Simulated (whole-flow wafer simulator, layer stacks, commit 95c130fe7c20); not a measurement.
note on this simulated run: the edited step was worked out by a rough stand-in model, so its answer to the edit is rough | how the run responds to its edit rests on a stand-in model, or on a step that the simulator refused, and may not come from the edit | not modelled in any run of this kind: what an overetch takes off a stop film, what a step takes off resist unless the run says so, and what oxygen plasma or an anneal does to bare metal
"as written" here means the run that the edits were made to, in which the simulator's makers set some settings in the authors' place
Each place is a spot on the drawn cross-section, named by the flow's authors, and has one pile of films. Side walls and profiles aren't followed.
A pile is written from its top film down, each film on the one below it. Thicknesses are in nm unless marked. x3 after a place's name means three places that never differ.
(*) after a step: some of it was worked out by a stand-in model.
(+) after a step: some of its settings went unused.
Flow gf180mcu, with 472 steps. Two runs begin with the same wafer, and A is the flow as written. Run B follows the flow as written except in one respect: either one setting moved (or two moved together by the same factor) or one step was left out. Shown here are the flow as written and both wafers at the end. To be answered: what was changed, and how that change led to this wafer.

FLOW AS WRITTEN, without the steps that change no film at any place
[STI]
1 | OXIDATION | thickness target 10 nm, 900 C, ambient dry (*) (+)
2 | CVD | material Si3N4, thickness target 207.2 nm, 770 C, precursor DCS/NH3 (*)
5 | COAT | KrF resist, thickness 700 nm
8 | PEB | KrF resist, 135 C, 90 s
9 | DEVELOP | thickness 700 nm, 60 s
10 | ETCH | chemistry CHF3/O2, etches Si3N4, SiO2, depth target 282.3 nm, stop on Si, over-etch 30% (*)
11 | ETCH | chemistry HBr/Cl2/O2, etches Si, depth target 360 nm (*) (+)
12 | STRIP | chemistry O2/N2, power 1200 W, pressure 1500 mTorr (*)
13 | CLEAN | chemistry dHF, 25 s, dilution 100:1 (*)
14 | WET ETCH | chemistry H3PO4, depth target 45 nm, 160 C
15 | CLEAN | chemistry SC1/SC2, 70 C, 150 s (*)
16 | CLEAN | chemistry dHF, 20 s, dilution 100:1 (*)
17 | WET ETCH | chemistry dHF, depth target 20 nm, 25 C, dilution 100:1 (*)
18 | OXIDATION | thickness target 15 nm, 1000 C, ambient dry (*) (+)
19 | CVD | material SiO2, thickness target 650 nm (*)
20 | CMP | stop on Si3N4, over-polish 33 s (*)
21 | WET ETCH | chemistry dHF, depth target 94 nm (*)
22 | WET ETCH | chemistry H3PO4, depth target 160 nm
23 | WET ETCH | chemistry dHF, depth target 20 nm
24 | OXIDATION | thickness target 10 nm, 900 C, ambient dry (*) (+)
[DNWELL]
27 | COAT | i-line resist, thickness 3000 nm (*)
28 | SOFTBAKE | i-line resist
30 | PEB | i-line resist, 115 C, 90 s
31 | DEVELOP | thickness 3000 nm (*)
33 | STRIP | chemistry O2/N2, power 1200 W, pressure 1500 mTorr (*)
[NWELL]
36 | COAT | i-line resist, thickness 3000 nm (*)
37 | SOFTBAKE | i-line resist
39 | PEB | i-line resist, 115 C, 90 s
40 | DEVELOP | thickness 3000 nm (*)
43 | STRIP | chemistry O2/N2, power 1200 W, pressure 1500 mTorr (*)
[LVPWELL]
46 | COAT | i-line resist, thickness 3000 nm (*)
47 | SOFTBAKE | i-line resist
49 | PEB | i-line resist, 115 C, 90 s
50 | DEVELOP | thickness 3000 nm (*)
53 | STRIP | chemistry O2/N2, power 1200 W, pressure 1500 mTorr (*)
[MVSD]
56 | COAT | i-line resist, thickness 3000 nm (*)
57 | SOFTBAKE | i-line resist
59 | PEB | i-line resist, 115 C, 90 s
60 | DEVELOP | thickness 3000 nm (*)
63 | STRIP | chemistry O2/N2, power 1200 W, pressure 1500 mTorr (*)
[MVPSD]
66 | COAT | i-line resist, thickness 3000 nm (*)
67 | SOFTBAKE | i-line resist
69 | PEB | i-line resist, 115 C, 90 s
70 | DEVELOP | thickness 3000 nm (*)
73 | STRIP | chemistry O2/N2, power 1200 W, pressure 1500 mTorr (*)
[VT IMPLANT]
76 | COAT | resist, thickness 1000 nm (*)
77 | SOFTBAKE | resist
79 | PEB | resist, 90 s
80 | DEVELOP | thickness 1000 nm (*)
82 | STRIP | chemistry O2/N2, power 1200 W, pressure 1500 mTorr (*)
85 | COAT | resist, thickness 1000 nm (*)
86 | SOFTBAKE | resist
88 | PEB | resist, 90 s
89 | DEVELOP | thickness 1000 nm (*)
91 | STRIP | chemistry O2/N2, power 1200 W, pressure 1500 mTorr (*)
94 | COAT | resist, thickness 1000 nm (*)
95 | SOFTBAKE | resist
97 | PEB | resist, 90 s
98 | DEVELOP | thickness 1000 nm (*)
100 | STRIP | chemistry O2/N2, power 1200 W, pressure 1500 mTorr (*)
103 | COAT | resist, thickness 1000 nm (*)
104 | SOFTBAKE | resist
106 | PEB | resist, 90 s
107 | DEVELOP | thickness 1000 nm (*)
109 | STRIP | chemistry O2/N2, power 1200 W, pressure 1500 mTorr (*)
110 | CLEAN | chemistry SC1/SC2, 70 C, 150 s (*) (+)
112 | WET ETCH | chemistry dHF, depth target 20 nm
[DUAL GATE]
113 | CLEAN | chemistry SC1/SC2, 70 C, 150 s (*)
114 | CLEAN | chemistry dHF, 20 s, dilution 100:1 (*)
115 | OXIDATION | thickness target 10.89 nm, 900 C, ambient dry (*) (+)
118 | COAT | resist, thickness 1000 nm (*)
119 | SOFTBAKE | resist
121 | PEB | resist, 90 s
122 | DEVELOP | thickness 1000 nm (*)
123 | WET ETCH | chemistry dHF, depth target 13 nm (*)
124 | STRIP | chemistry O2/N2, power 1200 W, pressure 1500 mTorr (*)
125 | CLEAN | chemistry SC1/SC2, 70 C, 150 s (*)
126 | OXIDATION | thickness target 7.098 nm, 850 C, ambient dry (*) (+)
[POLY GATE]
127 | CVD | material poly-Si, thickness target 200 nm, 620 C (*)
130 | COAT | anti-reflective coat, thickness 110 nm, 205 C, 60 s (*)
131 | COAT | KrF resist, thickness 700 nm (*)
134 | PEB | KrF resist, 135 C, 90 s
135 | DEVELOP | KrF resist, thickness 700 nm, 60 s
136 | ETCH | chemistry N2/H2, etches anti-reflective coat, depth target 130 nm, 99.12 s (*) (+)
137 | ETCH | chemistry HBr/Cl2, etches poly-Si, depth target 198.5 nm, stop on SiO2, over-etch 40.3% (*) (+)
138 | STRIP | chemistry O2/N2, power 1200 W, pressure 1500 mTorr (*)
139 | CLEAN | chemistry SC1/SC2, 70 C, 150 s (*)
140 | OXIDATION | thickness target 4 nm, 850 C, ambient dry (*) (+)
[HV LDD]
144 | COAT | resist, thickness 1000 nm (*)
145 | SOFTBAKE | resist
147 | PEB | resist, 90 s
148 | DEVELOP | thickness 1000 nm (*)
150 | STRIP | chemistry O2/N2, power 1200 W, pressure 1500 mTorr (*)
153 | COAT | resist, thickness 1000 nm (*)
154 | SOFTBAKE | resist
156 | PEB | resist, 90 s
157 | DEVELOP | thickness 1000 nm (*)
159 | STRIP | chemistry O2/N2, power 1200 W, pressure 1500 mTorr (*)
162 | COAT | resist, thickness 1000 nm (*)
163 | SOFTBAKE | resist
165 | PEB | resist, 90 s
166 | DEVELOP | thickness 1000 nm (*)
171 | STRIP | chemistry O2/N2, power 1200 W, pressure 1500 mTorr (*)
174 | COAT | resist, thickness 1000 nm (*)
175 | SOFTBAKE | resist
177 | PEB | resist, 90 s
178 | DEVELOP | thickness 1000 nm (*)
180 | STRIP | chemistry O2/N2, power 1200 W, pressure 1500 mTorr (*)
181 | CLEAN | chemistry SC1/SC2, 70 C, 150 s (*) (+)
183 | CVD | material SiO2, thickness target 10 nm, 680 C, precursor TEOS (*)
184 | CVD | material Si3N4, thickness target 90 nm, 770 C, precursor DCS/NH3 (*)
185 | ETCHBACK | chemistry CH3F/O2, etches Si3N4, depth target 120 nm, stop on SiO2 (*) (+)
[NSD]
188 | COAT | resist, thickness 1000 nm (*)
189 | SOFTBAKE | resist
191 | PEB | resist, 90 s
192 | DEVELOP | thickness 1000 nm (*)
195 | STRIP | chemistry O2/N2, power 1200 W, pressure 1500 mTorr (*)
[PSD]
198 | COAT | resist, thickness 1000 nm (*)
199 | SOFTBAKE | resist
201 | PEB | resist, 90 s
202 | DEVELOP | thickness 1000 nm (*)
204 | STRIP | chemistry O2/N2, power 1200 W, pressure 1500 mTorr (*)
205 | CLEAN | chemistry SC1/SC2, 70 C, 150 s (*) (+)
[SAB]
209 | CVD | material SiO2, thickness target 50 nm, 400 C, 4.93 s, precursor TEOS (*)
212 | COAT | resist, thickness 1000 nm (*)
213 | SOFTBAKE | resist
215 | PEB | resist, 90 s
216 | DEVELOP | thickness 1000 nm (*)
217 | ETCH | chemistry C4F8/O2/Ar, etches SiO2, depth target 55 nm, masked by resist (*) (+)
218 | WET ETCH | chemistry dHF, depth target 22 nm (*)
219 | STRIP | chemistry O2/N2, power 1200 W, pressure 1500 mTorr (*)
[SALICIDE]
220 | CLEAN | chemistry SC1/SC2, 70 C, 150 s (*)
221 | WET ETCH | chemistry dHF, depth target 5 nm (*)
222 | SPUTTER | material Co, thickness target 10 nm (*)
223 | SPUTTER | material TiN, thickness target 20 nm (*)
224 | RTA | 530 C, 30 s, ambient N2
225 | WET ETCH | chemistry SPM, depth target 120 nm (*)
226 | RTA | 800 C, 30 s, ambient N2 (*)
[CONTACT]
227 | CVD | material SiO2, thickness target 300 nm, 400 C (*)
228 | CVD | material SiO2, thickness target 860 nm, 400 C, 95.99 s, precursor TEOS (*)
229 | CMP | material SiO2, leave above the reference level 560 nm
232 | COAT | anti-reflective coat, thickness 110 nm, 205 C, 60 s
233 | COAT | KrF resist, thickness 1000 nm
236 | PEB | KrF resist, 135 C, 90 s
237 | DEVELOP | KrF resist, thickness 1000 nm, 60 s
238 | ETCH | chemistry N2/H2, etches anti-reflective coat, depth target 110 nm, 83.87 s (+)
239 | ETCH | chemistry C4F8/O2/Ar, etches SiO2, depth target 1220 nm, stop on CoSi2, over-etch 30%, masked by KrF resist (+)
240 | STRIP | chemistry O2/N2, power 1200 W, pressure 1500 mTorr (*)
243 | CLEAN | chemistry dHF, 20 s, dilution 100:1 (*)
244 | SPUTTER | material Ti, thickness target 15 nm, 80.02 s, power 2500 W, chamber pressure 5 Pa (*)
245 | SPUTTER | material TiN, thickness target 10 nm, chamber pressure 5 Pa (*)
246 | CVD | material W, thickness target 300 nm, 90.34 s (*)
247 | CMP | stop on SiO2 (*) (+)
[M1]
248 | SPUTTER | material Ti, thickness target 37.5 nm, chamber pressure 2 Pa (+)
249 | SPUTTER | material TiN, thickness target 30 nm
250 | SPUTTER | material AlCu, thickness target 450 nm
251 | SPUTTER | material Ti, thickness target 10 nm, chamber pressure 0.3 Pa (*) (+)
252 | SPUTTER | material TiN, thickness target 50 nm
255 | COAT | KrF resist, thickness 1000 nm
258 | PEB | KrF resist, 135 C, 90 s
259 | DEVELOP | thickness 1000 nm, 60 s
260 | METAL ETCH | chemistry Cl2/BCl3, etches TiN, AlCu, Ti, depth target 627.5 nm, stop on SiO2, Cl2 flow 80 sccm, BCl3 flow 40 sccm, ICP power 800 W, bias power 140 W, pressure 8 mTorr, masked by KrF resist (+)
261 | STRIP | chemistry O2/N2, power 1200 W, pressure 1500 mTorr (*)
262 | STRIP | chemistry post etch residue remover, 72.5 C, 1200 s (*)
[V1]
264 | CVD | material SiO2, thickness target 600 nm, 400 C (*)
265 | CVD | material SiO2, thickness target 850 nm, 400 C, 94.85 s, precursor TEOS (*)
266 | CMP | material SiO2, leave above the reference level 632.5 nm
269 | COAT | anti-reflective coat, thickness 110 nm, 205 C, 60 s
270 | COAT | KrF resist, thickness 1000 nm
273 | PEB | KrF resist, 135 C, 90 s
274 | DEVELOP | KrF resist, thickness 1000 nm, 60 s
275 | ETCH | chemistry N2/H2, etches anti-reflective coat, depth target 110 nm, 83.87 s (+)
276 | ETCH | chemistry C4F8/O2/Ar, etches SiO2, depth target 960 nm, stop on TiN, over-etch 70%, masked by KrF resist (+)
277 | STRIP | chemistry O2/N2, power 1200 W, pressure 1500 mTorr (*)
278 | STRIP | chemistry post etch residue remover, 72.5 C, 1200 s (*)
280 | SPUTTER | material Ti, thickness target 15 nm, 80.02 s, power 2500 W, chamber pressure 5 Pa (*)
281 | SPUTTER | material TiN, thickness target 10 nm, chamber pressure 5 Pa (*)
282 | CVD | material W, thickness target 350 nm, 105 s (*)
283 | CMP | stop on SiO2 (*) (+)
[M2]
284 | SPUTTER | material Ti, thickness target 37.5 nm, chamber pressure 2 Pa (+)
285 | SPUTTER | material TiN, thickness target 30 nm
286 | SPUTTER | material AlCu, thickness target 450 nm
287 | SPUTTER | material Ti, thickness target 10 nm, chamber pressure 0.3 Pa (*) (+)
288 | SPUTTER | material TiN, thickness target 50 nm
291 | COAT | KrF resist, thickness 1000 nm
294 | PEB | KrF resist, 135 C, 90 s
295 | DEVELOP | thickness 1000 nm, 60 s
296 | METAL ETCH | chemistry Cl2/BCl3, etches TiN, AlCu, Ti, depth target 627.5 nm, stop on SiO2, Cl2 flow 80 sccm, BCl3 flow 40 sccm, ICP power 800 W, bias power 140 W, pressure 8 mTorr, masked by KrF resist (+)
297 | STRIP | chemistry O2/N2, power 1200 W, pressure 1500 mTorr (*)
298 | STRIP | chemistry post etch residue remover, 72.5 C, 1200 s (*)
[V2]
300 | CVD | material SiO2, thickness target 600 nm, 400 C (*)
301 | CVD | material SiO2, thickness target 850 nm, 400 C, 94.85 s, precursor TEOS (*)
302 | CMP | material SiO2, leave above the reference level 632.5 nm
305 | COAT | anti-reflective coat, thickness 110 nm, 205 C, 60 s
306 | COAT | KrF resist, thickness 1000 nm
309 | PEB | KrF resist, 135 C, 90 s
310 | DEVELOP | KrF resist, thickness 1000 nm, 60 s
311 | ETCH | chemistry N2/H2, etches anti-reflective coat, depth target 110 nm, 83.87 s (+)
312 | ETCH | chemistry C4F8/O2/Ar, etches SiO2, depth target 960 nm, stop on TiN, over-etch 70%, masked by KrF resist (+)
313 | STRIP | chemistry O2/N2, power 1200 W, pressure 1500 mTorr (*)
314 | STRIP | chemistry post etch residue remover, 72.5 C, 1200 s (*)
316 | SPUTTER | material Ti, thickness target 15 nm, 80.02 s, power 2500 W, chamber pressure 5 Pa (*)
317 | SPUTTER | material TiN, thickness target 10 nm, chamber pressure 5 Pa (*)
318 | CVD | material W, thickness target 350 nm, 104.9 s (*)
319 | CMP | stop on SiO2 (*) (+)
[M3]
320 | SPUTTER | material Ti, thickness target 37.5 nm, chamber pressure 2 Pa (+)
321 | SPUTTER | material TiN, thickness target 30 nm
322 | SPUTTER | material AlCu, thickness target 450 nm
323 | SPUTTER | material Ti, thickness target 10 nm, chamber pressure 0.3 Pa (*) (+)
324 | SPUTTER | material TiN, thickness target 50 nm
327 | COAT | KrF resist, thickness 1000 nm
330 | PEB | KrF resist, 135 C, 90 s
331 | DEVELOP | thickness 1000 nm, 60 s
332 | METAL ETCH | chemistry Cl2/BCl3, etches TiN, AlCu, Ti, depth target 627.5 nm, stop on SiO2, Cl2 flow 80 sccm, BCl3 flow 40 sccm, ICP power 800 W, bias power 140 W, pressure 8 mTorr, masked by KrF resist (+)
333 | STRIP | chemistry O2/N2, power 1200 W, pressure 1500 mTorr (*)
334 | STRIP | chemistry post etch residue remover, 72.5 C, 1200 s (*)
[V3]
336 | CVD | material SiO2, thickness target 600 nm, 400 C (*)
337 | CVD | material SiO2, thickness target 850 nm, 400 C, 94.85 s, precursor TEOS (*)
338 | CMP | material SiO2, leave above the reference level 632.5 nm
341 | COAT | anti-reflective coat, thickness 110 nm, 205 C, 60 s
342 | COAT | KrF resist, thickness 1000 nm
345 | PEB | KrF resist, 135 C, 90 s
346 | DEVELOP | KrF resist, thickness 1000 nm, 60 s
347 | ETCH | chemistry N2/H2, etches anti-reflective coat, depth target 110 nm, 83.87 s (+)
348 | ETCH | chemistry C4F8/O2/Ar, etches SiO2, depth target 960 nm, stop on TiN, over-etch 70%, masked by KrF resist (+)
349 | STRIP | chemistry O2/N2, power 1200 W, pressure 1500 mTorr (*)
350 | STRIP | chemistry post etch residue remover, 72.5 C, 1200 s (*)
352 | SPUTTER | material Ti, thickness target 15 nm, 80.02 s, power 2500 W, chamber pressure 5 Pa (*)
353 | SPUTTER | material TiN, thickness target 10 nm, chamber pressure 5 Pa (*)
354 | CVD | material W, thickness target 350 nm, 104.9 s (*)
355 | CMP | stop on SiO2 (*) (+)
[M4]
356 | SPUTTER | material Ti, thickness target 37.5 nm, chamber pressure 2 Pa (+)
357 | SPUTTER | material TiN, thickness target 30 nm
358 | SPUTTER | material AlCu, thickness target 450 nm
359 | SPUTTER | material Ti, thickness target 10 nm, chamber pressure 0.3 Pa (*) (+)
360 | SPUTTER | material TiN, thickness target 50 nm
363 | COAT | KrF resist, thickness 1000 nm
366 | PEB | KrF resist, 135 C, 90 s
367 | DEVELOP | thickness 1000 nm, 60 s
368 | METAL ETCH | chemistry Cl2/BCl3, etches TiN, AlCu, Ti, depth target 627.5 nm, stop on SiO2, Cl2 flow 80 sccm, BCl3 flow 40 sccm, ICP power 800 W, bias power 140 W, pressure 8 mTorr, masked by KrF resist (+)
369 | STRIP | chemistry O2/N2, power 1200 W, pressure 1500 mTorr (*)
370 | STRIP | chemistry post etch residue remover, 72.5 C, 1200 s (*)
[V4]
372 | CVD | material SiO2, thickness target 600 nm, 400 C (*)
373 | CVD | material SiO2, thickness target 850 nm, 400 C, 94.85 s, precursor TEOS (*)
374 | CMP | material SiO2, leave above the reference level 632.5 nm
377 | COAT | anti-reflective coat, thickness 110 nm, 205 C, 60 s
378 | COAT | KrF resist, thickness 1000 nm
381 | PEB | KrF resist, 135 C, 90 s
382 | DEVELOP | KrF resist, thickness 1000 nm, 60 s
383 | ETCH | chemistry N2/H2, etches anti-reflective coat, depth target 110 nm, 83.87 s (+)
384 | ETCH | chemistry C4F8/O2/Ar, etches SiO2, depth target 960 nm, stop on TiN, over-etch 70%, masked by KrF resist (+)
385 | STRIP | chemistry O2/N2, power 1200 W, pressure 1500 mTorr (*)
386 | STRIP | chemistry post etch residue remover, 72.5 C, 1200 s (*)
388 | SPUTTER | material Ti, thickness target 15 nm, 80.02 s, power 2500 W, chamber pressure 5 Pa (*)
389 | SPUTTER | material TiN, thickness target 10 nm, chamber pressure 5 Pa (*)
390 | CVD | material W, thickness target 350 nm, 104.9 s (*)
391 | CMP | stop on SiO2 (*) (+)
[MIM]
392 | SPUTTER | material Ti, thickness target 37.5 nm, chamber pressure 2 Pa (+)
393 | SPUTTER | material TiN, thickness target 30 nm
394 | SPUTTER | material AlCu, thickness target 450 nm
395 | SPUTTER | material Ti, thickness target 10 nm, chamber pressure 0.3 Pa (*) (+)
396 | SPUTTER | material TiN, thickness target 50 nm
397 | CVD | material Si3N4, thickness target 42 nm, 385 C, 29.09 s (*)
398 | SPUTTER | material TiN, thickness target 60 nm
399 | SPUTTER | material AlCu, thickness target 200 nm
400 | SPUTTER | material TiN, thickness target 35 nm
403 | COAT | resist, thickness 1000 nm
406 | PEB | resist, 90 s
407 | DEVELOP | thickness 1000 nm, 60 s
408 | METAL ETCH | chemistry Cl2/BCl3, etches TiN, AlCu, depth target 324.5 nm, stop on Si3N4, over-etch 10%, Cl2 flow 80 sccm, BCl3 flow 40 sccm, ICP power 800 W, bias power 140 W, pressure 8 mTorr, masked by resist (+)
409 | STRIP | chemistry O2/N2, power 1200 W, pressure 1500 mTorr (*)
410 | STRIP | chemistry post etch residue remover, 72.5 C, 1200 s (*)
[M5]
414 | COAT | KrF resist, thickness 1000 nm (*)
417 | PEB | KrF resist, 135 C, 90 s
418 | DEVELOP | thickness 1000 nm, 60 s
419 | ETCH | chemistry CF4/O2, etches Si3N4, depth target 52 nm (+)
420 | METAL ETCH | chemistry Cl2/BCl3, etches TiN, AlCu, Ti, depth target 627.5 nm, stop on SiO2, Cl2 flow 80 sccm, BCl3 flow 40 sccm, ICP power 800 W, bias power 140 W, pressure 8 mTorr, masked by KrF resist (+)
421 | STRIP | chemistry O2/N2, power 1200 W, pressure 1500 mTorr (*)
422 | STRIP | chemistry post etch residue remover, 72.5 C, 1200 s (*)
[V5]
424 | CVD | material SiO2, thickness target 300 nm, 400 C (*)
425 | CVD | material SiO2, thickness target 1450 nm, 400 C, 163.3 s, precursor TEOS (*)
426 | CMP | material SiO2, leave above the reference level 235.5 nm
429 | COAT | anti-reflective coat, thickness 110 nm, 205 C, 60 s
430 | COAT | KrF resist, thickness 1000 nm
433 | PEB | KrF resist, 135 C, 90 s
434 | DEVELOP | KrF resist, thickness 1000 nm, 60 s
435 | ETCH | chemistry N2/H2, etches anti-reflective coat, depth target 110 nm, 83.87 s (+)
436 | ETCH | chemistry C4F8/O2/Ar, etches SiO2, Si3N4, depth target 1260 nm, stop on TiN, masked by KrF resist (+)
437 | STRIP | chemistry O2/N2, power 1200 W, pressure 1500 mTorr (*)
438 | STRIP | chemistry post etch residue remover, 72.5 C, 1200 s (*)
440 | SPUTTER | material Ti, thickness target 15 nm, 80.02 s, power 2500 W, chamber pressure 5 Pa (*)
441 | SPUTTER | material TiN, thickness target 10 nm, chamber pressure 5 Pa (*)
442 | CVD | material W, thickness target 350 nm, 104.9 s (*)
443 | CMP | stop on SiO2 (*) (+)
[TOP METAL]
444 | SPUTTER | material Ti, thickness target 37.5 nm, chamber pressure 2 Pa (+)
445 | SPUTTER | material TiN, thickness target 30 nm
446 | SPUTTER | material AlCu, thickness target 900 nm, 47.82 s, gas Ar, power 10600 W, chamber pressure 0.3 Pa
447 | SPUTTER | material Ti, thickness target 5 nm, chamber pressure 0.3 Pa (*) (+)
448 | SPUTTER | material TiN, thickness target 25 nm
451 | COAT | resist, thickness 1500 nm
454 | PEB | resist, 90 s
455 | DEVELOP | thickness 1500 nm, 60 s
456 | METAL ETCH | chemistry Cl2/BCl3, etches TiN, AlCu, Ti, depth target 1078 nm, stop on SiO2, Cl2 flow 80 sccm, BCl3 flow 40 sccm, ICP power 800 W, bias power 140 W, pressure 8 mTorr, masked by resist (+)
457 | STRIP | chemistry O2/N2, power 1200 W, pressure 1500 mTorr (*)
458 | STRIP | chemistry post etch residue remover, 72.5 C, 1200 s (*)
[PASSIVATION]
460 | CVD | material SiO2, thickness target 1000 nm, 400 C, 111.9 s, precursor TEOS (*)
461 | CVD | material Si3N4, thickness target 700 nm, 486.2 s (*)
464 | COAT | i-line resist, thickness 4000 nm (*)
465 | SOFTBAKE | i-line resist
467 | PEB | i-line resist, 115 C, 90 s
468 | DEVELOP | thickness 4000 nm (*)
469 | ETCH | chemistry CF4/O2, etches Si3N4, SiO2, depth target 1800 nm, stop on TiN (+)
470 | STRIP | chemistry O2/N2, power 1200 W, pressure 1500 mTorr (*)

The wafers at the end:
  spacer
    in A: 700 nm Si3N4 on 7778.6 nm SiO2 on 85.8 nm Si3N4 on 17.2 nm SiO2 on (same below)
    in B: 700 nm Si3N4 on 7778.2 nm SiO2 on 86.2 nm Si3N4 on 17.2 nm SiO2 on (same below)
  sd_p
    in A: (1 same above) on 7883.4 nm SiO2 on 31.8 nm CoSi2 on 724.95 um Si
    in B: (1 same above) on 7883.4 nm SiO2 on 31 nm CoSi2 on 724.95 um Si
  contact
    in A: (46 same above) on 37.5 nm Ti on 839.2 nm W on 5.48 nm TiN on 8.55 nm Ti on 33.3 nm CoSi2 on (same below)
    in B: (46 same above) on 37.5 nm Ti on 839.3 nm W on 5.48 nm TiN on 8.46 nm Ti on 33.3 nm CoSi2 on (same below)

Cause: step 209, CVD: thickness target 65 nm was run, while the flow as written has thickness target 50 nm.

Step by step, how the change led to this:
  209 | CVD | material SiO2, thickness target 50 nm, 400 C, 4.93 s, precursor TEOS (*)
      field, field__w7, field__w8 and 73 more: A SiO2 gains 50 | B SiO2 gains 65
      field_sub__w1, field_sub__w3, field_sub__w4, field_sub__w5, ld_drift_n, nplus_u: A SiO2 gains 48.9 | B SiO2 gains 63.6
      (as well as at 27 more places)
  217 | ETCH | chemistry C4F8/O2/Ar, etches SiO2, depth target 55 nm, masked by resist (*) (+)
      spacer: A SiO2 loses 50 (all of it), Si3N4 loses 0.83 | B SiO2 loses 55
  218 | WET ETCH | chemistry dHF, depth target 22 nm (*)
      spacer: A Si3N4 loses 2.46 | B SiO2 loses 10 (all of it), Si3N4 loses 2.89
      gate, gate_hv, gate_p and 23 more: A SiO2 loses 5.48 (all of it) | B SiO2 loses 20.5 (all of it)
      (as well as at 73 more places)
  223 | SPUTTER | material TiN, thickness target 20 nm (*)
      field__w12: A TiN gains 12 (new film) | B TiN gains 12.7 (new film)
  225 | WET ETCH | chemistry SPM, depth target 120 nm (*)
      field__w12: A TiN loses 12 (all of it), Co loses 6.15 (all of it) | B TiN loses 12.7 (all of it), Co loses 6.43 (all of it)
  226 | RTA | 800 C, 30 s, ambient N2 (*)
      sd_p: A CoSi2 gains 31.8 (new film), CoSi loses 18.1 (all of it), Si loses 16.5 | B CoSi2 gains 31 (new film), CoSi loses 17.6 (all of it), Si loses 16.1
  229 | CMP | material SiO2, leave above the reference level 560 nm
      ldn_sep__w1, ldn_sep__w2, ldn_dft and 8 more: A SiO2 loses 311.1 | B SiO2 loses 318.1
      sti, mim_1p0, pad, dice_street, iso_nw_fld, iso_fld_sub: A SiO2 loses 297 | B SiO2 loses 303.9
      (as well as at 43 more places)
